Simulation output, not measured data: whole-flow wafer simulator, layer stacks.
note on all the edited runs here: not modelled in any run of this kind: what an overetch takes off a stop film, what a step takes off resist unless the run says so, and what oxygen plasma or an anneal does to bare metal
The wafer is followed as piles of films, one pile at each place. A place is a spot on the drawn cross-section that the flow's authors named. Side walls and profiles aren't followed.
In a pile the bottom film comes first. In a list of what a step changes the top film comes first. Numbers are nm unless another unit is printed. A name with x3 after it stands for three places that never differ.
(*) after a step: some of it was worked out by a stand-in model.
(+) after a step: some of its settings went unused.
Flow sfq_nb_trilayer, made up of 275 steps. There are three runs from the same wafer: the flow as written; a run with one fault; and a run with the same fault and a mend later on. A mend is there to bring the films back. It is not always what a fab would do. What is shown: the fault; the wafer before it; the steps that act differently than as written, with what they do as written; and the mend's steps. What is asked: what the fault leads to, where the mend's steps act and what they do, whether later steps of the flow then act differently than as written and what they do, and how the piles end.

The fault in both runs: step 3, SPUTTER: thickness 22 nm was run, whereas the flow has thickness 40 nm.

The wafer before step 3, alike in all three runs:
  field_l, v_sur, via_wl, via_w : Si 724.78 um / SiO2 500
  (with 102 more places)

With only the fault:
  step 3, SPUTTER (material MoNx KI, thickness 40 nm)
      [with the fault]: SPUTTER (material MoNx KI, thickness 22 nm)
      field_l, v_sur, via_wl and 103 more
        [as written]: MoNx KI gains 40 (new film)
        [with the fault]: MoNx KI gains 22 (new film)
  Steps later in the flow that act otherwise than as written (8 other steps are not shown; they differ only slightly, by no more than 2% or 0.5 nm, whichever is larger):
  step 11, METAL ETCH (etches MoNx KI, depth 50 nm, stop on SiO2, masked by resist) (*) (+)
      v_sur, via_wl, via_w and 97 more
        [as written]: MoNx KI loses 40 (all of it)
        [with the fault]: MoNx KI loses 22 (all of it)
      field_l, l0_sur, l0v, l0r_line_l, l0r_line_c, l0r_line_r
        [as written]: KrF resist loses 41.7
        [with the fault]: KrF resist loses 27.5
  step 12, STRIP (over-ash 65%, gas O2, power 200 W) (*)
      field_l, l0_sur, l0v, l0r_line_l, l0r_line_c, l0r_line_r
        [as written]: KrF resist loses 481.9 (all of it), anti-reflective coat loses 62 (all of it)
        [with the fault]: KrF resist loses 496.1 (all of it), anti-reflective coat loses 62 (all of it)
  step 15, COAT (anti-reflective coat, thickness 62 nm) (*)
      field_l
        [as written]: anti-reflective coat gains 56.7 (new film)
        [with the fault]: anti-reflective coat gains 58.9 (new film)
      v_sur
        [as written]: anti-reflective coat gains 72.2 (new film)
        [with the fault]: anti-reflective coat gains 67.6 (new film)
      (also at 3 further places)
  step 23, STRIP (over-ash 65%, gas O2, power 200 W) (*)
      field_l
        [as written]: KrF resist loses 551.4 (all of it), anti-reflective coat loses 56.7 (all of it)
        [with the fault]: KrF resist loses 555.2 (all of it), anti-reflective coat loses 58.9 (all of it)
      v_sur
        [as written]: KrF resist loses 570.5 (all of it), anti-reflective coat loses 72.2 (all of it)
        [with the fault]: KrF resist loses 565.5 (all of it), anti-reflective coat loses 67.6 (all of it)
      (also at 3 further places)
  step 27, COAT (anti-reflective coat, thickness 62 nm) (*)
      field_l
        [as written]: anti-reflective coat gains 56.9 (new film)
        [with the fault]: anti-reflective coat gains 59 (new film)
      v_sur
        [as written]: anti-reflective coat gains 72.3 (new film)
        [with the fault]: anti-reflective coat gains 67.6 (new film)
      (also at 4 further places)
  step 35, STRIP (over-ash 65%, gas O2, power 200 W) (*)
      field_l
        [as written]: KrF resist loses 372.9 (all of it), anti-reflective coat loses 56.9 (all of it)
        [with the fault]: KrF resist loses 377.1 (all of it), anti-reflective coat loses 59 (all of it)
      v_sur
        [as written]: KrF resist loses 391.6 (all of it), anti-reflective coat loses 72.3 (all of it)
        [with the fault]: KrF resist loses 387.3 (all of it), anti-reflective coat loses 67.6 (all of it)
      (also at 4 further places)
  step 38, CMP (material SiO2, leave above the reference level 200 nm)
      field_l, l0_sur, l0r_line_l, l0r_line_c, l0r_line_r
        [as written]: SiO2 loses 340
        [with the fault]: SiO2 loses 322
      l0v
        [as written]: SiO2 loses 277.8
        [with the fault]: SiO2 loses 259.8
  By the end, the piles at field_l, l0_sur, l0v, l0r_line_l, l0r_line_c, l0r_line_r depart from the flow's by more than 2% or 0.5 nm, whichever is larger.
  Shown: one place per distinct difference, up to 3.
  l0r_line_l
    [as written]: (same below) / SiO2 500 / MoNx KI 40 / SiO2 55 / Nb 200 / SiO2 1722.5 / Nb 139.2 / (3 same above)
    [with the fault]: (same below) / SiO2 500 / MoNx KI 22 / SiO2 55 / Nb 200 / SiO2 1740.5 / Nb 139.2 / (3 same above)
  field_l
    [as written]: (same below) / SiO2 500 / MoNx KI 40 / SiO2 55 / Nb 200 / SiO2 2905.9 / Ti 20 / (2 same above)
    [with the fault]: (same below) / SiO2 500 / MoNx KI 22 / SiO2 55 / Nb 200 / SiO2 2923.9 / Ti 20 / (2 same above)
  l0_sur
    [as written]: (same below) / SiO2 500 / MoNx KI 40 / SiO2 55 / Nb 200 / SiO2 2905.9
    [with the fault]: (same below) / SiO2 500 / MoNx KI 22 / SiO2 55 / Nb 200 / SiO2 2923.9

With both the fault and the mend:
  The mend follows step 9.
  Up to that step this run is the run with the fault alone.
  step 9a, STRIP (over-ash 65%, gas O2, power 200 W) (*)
      v_sur, via_wl, via_w and 97 more
        anti-reflective coat loses 62 (all of it)
      field_l, l0_sur, l0v, l0r_line_l, l0r_line_c, l0r_line_r
        KrF resist loses 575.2 (all of it), anti-reflective coat loses 62 (all of it)
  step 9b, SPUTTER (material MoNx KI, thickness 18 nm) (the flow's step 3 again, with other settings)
      field_l, v_sur, via_wl and 103 more
        MoNx KI gains 18
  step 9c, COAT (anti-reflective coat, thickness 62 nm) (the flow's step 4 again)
      field_l, v_sur, via_wl and 103 more
        anti-reflective coat gains 62 (new film)
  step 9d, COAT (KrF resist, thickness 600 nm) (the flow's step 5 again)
      field_l, v_sur, via_wl and 103 more
        KrF resist gains 600 (new film)
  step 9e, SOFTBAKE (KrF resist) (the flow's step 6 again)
      leaves every film unchanged at each place that is followed
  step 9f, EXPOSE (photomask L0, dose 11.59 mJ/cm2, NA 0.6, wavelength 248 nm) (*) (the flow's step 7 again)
      leaves every film unchanged at each place that is followed
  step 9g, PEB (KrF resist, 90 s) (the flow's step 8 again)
      field_l, v_sur, via_wl and 103 more
        KrF resist loses 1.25
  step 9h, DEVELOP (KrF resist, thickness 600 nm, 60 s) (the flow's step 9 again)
      v_sur, via_wl, via_w and 97 more
        KrF resist loses 598.7 (all of it)
      field_l, l0_sur, l0v, l0r_line_l, l0r_line_c, l0r_line_r
        KrF resist loses 23.5
  Later steps of the flow that are run all act as written at every place that is followed.
  At every place that both follow, the piles at the end match the flow's.
